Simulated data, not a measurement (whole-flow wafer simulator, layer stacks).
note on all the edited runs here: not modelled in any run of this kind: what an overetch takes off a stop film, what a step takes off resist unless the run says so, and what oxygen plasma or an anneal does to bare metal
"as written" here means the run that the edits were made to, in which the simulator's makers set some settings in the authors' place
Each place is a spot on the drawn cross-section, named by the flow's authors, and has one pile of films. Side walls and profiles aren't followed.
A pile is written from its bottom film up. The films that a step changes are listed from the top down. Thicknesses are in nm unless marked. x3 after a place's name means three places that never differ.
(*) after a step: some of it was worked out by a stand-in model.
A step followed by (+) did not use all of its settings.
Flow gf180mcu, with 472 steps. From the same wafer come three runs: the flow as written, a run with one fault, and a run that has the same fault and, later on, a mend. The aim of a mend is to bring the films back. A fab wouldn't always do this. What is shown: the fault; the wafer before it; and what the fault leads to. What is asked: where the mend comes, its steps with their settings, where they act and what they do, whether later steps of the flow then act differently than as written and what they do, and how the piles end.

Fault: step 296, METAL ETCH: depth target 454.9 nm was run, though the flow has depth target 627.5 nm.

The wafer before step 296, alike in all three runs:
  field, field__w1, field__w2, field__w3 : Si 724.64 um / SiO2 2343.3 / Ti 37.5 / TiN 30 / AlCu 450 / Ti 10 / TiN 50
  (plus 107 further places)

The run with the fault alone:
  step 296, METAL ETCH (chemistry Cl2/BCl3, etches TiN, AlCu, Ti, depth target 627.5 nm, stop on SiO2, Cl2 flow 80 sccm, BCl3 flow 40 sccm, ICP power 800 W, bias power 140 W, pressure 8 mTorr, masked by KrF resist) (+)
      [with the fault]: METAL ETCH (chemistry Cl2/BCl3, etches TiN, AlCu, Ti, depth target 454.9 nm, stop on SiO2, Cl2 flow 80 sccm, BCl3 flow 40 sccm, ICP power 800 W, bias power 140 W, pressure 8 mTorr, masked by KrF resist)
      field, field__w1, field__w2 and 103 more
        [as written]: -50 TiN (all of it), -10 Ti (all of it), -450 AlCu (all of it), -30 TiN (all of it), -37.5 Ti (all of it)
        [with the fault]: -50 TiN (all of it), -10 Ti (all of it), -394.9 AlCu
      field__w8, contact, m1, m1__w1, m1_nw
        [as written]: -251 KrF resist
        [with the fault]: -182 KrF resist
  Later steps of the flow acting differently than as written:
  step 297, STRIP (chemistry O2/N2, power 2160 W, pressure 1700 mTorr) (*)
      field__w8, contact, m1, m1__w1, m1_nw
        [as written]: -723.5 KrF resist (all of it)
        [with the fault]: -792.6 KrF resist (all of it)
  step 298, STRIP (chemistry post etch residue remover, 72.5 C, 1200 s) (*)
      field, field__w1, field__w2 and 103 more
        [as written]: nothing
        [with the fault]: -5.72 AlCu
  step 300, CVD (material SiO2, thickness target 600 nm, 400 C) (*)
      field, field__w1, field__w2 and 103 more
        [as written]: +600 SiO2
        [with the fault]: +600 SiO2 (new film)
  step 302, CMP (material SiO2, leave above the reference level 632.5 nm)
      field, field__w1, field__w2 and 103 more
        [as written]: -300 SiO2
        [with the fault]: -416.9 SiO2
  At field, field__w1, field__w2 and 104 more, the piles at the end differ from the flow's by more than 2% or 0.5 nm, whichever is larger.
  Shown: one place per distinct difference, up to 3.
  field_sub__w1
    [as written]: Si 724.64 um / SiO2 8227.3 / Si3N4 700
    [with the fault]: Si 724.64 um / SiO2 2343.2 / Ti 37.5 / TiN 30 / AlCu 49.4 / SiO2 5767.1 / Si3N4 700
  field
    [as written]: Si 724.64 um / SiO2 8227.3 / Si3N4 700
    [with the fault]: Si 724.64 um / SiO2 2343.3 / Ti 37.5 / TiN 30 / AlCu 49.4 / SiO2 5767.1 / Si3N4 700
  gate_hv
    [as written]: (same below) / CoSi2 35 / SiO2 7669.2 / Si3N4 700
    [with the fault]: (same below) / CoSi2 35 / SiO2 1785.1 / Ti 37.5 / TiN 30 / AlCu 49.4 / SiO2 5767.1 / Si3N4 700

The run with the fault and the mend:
  The mend follows step 296.
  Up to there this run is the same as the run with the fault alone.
  step 296a, METAL ETCH (chemistry Cl2/BCl3, etches TiN, AlCu, Ti, depth target 172.6 nm, stop on SiO2, Cl2 flow 80 sccm, BCl3 flow 40 sccm, ICP power 800 W, bias power 140 W, pressure 8 mTorr, masked by KrF resist) (+) (the flow's step 296 again, with other settings)
      field, field__w1, field__w2 and 103 more
        -55.1 AlCu (all of it), -30 TiN (all of it), -37.5 Ti (all of it)
      field__w8, contact, m1, m1__w1, m1_nw
        -69 KrF resist
  Every later step of the flow that is run acts as written at every place that is followed.
  At every place that both follow, the piles at the end match the flow's.
